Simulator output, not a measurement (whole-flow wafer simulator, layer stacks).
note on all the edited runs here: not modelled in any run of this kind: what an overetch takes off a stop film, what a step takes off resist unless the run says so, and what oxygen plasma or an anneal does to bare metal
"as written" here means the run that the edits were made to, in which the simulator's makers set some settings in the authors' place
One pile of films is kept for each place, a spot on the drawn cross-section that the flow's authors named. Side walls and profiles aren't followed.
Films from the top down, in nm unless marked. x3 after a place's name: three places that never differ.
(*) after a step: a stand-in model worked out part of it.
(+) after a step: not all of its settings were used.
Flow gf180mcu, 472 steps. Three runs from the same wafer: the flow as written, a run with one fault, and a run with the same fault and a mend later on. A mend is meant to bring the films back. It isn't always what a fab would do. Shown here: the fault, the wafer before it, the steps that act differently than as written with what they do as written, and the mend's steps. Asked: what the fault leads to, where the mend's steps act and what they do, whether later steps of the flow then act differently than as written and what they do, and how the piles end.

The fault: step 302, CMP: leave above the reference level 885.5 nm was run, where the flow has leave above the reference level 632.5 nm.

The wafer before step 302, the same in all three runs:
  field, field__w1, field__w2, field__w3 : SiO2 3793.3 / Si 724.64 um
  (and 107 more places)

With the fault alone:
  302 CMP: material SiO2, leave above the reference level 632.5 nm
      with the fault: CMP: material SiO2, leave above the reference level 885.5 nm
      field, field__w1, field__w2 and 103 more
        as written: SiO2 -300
        with the fault: SiO2 -47
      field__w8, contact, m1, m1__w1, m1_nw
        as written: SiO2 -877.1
        with the fault: SiO2 -624.1
  Later steps of the flow that act differently than as written:
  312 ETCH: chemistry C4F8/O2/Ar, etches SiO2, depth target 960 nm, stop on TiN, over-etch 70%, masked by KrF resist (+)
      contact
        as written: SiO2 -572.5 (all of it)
        with the fault: SiO2 -825.5 (all of it)
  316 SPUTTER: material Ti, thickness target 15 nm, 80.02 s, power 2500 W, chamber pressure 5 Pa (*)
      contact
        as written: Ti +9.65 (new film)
        with the fault: Ti +8.34 (new film)
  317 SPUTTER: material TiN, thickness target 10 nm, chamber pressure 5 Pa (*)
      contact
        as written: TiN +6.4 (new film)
        with the fault: TiN +5.52 (new film)
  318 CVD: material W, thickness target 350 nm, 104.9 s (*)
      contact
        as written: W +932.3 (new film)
        with the fault: W +1187.5 (new film)
  At the end the piles differ from the flow's by more than 2% or 0.5 nm, whichever is larger, at field, field__w1, field__w2 and 109 more.
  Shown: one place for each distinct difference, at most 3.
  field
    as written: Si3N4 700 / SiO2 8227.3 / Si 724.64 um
    with the fault: Si3N4 700 / SiO2 8480.3 / Si 724.64 um
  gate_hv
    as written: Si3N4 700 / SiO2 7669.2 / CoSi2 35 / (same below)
    with the fault: Si3N4 700 / SiO2 7922.2 / CoSi2 35 / (same below)
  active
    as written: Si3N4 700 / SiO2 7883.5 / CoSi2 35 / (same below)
    with the fault: Si3N4 700 / SiO2 8136.5 / CoSi2 35 / (same below)

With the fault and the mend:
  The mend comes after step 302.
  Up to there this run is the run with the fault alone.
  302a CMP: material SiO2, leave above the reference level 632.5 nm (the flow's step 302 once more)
      field, field__w1, field__w2 and 108 more
        SiO2 -253
  No later step of the flow acts differently than as written at any place that is followed.
  At the end the piles are the same as the flow's at every place that both follow.
